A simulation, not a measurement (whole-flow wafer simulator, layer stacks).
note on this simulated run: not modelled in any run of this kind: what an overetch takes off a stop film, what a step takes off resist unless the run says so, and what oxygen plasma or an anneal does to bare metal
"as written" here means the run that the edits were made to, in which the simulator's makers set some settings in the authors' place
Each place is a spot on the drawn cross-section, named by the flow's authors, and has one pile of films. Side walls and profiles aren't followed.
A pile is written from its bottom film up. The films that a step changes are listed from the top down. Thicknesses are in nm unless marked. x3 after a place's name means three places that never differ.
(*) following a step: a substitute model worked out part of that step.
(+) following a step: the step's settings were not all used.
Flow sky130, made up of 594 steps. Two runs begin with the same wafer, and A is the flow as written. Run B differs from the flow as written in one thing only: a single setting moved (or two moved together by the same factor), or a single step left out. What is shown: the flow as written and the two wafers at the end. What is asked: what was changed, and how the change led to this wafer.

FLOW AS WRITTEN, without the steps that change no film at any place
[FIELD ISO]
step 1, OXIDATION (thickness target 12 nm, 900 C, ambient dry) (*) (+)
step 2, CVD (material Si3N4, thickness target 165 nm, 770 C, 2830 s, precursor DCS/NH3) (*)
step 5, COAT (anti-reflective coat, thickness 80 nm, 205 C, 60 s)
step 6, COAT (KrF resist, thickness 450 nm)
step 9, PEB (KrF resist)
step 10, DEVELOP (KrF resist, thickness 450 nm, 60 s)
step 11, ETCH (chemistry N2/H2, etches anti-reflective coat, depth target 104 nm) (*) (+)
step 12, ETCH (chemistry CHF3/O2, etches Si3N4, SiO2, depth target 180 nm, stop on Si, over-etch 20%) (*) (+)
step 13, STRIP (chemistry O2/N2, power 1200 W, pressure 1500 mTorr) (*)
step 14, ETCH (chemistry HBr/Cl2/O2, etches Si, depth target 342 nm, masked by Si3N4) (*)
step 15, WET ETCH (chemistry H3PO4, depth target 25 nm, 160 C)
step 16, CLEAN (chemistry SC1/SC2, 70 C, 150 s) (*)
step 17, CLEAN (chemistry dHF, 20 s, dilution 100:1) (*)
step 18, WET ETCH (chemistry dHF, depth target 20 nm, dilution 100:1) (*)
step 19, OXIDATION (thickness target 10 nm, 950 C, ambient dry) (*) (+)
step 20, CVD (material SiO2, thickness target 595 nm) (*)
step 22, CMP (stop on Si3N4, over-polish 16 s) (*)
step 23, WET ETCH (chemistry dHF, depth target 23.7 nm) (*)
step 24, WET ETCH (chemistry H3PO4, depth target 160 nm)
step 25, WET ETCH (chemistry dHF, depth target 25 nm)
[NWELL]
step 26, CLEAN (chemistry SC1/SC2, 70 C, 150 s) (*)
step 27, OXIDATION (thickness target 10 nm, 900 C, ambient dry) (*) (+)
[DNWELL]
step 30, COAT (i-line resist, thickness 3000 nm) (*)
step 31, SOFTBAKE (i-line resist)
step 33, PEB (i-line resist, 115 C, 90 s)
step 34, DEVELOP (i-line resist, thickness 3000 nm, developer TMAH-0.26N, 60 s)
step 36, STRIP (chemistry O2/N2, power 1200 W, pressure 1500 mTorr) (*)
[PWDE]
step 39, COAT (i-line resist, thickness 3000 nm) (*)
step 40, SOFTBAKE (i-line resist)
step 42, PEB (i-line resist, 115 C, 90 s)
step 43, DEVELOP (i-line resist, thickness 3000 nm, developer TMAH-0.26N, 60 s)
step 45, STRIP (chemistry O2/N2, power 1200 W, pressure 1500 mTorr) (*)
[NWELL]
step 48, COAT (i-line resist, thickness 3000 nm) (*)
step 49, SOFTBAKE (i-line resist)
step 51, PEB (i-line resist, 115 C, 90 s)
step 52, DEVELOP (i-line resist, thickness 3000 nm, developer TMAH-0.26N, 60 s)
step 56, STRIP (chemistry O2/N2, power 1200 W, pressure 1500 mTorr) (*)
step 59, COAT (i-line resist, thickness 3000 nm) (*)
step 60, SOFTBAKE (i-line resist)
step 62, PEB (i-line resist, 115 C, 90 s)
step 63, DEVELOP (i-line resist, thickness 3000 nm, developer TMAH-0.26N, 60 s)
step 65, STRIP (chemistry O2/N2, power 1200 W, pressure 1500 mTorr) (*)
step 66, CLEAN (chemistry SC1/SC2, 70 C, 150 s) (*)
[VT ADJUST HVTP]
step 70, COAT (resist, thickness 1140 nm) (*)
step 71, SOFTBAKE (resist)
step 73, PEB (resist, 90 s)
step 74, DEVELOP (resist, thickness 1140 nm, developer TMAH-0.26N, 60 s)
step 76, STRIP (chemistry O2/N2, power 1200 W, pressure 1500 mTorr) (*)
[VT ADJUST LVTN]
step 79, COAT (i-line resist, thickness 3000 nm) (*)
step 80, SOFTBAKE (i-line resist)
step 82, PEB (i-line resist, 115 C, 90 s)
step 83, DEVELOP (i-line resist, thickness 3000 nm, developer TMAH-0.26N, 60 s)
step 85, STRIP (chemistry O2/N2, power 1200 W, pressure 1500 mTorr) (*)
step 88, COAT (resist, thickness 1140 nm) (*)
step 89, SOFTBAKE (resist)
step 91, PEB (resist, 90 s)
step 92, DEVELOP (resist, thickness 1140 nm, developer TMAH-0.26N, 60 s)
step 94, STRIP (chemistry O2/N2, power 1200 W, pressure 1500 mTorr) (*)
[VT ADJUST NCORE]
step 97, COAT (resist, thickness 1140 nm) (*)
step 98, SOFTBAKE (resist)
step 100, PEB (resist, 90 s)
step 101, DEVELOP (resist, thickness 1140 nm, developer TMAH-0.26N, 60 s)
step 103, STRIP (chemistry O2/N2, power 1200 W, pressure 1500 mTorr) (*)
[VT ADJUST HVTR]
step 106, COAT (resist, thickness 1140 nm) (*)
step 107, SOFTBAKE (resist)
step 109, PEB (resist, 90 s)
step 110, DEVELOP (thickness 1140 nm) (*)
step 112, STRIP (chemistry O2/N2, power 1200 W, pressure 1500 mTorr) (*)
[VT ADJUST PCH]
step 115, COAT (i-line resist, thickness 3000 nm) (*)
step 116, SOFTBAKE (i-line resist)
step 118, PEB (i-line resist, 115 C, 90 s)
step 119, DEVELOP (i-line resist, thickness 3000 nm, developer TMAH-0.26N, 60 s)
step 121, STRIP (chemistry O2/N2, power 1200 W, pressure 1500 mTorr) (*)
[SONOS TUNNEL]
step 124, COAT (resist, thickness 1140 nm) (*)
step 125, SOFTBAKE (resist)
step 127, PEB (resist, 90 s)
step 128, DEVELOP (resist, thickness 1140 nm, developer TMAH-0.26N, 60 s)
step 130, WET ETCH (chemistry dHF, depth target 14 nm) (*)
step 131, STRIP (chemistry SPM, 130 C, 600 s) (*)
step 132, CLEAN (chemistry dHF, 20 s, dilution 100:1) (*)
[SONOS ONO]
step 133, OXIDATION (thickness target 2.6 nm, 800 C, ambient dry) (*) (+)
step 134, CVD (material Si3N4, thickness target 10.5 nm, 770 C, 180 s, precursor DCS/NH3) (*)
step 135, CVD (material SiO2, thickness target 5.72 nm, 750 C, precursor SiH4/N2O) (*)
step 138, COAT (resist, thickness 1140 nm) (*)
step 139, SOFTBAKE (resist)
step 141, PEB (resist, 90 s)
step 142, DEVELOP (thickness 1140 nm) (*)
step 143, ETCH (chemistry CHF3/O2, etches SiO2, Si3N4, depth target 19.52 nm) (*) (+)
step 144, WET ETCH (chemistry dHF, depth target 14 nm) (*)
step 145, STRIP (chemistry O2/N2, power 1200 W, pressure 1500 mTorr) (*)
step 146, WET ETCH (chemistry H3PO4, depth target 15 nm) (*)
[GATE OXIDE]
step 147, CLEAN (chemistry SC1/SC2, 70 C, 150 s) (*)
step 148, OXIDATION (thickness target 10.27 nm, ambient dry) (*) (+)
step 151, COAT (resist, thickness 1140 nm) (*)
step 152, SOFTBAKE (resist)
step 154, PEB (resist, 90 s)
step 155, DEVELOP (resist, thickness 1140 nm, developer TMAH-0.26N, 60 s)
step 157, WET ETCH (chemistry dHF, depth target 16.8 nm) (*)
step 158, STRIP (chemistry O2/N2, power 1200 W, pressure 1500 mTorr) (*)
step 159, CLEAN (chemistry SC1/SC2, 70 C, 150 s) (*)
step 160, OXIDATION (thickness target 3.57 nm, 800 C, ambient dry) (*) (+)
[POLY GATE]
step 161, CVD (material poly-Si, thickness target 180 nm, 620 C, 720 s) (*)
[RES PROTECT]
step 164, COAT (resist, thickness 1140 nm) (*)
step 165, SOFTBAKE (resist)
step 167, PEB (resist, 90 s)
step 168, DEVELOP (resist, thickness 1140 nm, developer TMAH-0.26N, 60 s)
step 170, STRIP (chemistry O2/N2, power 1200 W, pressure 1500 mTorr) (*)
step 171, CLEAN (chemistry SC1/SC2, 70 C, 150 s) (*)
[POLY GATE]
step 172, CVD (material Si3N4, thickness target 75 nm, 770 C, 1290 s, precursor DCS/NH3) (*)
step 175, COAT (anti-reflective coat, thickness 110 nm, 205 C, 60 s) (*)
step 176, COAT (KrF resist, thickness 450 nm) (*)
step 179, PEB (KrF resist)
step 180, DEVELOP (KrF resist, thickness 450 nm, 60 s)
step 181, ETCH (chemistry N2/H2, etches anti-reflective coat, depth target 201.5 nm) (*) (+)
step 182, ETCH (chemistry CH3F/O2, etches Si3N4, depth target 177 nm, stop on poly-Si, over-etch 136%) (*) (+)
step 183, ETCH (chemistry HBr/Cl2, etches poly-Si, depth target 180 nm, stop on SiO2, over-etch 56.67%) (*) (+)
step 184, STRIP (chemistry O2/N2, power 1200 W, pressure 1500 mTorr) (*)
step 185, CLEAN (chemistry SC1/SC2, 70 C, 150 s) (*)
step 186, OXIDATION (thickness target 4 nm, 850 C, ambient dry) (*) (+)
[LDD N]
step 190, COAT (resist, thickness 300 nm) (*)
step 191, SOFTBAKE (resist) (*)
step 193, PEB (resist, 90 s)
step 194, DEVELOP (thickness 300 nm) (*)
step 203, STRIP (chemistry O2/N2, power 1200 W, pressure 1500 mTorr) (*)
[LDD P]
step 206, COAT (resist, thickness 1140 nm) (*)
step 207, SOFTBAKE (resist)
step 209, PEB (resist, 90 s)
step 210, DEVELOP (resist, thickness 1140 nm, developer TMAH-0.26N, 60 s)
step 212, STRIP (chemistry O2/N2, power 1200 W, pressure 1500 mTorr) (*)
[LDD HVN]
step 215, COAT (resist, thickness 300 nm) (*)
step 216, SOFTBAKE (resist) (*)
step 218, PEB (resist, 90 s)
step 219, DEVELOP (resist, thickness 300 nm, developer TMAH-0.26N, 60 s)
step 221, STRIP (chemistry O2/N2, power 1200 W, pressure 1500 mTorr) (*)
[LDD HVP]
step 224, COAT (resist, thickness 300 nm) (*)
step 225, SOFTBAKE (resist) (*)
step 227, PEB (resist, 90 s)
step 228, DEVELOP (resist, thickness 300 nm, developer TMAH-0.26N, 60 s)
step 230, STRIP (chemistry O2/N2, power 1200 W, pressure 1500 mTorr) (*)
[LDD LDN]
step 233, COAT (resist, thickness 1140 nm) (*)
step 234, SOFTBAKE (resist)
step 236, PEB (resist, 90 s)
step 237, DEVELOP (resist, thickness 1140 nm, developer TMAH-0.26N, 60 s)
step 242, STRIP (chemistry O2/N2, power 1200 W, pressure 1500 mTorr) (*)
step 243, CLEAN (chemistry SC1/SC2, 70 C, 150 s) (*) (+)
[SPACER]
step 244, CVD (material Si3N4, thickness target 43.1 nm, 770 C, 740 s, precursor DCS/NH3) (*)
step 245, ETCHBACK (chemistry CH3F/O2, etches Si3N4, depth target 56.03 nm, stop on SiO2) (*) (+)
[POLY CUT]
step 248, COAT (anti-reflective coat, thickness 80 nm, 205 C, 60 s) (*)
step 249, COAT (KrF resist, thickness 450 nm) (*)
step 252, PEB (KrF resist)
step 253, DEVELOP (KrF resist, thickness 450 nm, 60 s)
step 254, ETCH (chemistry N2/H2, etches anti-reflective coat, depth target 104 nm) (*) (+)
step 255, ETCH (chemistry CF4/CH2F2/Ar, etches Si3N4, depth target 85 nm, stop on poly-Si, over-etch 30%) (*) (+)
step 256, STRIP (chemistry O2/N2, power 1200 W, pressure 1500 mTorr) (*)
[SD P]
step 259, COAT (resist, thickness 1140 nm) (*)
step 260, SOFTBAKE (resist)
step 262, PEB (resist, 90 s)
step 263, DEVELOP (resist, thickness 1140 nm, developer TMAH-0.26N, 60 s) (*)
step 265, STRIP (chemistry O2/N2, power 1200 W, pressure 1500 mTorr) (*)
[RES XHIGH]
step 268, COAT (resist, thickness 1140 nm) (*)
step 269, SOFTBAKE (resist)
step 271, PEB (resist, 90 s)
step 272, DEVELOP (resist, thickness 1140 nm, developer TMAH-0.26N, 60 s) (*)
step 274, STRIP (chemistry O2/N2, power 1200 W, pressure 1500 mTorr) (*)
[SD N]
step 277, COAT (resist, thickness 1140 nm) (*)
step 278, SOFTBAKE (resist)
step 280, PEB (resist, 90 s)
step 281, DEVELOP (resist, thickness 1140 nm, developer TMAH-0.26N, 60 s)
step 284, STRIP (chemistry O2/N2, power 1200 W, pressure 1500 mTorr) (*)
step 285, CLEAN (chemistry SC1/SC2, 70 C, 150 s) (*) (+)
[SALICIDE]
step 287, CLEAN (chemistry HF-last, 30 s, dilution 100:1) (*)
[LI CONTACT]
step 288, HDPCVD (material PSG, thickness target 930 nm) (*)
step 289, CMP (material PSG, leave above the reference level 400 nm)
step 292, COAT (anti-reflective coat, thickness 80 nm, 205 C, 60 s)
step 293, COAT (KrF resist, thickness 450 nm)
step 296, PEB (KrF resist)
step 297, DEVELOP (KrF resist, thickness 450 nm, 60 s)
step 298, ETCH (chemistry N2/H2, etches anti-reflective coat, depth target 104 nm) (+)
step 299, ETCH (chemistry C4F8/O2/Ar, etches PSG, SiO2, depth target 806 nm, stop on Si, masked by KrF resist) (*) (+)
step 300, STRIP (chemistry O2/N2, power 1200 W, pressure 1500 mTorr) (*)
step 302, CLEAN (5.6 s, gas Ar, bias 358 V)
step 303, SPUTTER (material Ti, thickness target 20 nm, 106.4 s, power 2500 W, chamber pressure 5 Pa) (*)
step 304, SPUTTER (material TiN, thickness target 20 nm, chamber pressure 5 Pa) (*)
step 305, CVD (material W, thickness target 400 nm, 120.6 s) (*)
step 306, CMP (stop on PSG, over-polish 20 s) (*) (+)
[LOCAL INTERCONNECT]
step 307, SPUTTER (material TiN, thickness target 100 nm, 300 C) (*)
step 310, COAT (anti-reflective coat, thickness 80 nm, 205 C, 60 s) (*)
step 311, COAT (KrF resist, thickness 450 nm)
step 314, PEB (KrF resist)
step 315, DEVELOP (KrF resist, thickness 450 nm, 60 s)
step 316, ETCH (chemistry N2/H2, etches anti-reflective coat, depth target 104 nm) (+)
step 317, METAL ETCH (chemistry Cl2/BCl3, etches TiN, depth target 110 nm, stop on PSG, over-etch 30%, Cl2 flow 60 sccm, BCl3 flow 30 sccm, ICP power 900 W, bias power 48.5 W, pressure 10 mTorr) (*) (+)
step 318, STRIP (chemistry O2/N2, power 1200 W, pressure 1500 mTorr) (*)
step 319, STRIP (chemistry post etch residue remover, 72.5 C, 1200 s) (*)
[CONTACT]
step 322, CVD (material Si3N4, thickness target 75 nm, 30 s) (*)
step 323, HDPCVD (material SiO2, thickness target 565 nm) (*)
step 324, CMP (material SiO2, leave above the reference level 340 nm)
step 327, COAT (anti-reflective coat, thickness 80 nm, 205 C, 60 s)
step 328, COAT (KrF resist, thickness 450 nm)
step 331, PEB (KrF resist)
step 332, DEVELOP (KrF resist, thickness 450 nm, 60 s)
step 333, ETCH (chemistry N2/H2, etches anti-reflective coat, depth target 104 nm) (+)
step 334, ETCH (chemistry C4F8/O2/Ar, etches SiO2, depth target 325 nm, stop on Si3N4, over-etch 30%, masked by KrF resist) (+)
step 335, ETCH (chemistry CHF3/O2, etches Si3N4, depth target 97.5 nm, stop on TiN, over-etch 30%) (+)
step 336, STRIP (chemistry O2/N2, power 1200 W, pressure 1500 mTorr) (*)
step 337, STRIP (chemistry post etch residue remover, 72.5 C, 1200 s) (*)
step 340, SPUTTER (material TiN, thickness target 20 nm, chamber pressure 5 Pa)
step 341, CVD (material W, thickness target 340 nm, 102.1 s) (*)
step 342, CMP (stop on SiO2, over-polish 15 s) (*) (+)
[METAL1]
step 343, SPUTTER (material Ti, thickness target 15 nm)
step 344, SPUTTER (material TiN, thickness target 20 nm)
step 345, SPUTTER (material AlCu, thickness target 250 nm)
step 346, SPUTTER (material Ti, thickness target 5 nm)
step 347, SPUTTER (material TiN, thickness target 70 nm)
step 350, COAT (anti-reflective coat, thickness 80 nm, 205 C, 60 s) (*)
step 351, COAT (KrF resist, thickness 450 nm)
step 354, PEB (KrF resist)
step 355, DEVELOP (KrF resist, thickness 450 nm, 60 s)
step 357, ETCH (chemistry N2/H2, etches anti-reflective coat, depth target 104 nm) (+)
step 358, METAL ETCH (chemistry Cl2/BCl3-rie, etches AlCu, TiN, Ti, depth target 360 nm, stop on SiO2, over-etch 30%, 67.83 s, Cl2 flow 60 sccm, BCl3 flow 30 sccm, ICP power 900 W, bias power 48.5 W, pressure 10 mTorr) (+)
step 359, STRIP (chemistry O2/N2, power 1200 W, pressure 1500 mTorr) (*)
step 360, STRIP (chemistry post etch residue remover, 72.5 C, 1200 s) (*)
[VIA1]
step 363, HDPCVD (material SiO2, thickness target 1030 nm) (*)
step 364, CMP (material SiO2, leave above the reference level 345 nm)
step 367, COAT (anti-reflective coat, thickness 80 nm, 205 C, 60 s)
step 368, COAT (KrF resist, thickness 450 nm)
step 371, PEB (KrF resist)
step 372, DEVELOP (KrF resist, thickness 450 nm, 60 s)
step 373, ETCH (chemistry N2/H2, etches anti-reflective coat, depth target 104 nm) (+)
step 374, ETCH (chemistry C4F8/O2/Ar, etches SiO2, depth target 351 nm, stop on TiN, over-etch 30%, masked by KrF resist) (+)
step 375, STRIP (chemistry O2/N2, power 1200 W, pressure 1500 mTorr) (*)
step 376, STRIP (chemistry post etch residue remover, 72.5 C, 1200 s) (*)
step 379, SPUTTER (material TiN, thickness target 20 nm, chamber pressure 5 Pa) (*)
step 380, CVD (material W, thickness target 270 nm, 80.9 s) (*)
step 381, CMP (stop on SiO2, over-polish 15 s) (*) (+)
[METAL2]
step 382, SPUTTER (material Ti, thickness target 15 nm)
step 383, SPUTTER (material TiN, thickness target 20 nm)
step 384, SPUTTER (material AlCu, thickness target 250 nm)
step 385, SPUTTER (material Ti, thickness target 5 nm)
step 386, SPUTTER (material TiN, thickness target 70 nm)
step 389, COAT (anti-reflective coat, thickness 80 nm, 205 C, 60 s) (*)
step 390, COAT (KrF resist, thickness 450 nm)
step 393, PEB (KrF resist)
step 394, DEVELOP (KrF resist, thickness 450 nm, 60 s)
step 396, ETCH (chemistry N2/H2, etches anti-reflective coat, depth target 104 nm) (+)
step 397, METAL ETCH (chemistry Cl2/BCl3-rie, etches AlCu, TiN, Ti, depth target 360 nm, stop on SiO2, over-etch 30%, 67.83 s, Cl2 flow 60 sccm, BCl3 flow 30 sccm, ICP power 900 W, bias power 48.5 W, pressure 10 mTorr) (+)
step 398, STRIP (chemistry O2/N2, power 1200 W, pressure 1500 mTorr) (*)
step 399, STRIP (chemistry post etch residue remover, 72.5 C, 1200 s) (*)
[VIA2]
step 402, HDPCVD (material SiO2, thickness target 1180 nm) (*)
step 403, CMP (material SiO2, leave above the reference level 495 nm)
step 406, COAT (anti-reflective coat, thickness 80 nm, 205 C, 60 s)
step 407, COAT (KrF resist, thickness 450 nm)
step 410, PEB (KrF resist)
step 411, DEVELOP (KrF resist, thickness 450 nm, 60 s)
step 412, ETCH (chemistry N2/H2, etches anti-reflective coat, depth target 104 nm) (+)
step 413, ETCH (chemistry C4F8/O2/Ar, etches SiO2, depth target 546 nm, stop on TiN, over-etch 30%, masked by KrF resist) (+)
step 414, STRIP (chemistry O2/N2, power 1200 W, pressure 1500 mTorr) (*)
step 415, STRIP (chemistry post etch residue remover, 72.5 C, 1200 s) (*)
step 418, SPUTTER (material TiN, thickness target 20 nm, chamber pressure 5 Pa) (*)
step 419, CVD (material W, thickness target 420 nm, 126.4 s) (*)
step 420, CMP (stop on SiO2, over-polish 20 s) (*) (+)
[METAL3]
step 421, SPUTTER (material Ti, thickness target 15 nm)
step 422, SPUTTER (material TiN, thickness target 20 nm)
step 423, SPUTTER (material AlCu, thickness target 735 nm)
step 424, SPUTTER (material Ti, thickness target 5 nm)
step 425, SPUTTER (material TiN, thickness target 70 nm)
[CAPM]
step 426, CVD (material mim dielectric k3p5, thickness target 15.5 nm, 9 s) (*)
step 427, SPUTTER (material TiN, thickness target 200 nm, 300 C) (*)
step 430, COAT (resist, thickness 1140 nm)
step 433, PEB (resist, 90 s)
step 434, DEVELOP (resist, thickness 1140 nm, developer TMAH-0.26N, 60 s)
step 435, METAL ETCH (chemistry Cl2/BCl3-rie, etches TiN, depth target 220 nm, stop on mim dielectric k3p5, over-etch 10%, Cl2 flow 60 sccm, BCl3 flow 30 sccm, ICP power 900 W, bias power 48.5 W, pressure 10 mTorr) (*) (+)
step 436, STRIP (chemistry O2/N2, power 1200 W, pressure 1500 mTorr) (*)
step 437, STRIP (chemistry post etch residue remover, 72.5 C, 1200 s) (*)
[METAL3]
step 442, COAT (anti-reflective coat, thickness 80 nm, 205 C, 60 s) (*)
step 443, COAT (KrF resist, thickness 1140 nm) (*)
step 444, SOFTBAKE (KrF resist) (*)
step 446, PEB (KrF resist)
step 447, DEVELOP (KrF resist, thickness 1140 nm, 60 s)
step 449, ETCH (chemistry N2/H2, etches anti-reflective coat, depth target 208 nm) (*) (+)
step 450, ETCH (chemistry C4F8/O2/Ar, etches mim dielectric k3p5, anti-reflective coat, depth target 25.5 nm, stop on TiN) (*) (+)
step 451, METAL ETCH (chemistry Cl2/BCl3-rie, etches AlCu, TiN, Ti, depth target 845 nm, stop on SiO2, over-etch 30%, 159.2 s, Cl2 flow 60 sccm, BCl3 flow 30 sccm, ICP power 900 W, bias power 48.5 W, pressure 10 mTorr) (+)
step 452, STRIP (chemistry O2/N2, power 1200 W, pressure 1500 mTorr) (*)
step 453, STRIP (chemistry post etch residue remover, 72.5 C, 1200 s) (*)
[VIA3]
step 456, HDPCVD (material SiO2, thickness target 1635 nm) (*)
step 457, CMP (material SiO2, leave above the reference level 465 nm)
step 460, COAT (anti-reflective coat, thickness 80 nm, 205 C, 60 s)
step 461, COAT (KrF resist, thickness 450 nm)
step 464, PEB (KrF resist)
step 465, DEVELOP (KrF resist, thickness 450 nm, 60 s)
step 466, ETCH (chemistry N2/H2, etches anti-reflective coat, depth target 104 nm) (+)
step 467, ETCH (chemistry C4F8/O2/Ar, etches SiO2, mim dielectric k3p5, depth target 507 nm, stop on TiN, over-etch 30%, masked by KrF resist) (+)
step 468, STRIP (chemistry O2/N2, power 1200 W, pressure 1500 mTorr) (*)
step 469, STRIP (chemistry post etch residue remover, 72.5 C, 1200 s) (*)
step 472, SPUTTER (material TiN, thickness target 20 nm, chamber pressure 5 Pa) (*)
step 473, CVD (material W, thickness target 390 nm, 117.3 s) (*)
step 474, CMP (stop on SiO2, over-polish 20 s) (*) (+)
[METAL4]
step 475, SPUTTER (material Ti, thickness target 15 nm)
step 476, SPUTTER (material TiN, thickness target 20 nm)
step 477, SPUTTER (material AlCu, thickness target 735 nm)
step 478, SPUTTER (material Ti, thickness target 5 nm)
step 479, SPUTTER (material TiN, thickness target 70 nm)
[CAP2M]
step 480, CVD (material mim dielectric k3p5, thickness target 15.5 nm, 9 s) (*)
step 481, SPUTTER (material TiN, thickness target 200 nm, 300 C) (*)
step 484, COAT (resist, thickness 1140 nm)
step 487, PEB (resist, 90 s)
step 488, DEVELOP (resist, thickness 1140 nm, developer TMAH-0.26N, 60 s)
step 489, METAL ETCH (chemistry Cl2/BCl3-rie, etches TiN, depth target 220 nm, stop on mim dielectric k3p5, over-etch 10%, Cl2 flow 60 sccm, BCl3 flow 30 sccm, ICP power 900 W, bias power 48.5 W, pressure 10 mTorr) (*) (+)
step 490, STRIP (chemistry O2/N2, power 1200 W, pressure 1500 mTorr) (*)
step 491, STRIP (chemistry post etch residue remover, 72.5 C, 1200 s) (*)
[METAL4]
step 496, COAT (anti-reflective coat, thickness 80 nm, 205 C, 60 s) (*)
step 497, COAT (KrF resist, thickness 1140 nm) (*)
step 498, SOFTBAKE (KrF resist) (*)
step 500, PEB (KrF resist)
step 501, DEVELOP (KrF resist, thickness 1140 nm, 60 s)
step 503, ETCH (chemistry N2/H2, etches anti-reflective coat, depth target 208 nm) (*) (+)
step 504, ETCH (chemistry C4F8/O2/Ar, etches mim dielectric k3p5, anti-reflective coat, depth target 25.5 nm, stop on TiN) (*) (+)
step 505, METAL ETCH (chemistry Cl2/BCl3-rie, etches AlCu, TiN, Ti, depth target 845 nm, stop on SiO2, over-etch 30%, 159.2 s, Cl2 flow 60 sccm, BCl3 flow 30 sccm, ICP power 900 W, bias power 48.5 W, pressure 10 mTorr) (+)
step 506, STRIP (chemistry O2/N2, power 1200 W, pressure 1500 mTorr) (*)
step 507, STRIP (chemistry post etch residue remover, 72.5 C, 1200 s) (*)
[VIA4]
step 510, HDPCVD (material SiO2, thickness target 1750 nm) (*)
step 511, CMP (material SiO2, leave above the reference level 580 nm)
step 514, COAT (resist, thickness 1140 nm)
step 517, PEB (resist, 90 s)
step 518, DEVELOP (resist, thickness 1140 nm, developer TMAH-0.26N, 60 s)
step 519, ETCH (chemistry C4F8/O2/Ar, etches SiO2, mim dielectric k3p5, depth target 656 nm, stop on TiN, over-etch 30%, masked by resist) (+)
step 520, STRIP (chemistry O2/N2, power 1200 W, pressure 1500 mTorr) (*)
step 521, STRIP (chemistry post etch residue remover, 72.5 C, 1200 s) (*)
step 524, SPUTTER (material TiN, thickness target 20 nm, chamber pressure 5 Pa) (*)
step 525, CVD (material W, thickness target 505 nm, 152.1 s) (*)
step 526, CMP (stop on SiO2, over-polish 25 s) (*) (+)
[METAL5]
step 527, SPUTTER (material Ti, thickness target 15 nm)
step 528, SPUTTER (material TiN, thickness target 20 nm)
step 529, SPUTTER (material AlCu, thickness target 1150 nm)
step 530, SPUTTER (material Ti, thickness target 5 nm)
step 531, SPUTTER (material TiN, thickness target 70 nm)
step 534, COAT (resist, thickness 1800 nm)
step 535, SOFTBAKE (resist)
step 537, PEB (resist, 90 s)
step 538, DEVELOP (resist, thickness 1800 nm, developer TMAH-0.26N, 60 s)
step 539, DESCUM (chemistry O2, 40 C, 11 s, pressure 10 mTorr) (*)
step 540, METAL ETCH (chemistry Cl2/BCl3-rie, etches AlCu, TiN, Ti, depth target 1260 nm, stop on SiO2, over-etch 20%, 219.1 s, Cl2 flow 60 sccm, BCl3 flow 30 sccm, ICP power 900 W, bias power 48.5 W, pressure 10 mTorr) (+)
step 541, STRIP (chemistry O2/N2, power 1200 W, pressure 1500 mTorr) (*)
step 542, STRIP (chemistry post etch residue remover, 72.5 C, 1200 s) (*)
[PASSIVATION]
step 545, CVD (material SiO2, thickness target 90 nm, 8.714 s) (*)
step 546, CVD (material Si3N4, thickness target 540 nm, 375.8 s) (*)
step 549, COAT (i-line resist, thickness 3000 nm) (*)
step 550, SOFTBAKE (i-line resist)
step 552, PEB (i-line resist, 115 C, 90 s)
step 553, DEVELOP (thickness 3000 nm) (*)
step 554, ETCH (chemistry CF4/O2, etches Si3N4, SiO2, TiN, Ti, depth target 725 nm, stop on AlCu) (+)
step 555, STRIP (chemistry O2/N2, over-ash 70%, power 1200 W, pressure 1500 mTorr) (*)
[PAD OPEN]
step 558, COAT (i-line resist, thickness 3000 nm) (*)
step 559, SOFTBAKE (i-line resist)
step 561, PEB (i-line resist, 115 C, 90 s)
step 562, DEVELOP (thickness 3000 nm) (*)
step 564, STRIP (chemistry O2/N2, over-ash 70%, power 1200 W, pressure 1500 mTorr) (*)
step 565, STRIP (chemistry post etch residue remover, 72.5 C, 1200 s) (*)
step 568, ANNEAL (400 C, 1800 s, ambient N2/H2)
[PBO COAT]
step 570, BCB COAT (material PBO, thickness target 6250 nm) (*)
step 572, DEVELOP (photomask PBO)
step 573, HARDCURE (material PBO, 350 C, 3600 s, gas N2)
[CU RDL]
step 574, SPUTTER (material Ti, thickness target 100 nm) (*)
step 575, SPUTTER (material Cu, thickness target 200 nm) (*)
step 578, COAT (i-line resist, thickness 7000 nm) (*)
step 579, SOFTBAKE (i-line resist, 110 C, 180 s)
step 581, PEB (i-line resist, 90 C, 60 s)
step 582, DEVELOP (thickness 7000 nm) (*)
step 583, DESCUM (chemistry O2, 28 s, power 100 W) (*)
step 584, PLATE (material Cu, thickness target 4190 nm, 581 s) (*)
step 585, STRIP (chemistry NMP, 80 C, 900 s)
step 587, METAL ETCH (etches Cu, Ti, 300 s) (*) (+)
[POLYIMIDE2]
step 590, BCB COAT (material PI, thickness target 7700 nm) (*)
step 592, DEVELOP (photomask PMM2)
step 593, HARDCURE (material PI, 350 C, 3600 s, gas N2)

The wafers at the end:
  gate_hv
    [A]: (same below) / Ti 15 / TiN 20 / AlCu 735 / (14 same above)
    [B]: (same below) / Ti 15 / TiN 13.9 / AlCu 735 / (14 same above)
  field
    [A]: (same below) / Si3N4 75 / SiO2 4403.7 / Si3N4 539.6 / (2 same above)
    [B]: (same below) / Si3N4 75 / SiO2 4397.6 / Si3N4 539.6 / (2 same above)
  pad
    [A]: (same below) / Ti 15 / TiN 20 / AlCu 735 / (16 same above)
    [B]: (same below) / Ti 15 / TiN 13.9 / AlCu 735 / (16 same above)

Cause: step 422, SPUTTER: thickness target 13.9 nm was run, though the flow has thickness target 20 nm.
The wafer itself shows it: gate_hv has TiN 13.9, and step 422 as written asks for 20 nm.

Step by step, how the change led to this:
  step 422, SPUTTER (material TiN, thickness target 20 nm)
      field, active, n_well and 188 more: A +20 TiN (new film) | B +13.9 TiN (new film)
  step 451, METAL ETCH (chemistry Cl2/BCl3-rie, etches AlCu, TiN, Ti, depth target 845 nm, stop on SiO2, over-etch 30%, 159.2 s, Cl2 flow 60 sccm, BCl3 flow 30 sccm, ICP power 900 W, bias power 48.5 W, pressure 10 mTorr) (+)
      field, active, gate and 69 more: A -70 TiN (all of it), -5 Ti (all of it), -735 AlCu (all of it), -20 TiN (all of it), -15 Ti (all of it), -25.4 SiO2 | B -70 TiN (all of it), -5 Ti (all of it), -735 AlCu (all of it), -13.9 TiN (all of it), -15 Ti (all of it), -26 SiO2
      vpp_ln, vpp_iso2, ndiff_ln and 10 more: A -70 TiN (all of it), -5 Ti (all of it), -735 AlCu (all of it), -20 TiN (all of it), -15 Ti (all of it), -25.3 SiO2 | B -70 TiN (all of it), -5 Ti (all of it), -735 AlCu (all of it), -13.9 TiN (all of it), -15 Ti (all of it), -26 SiO2
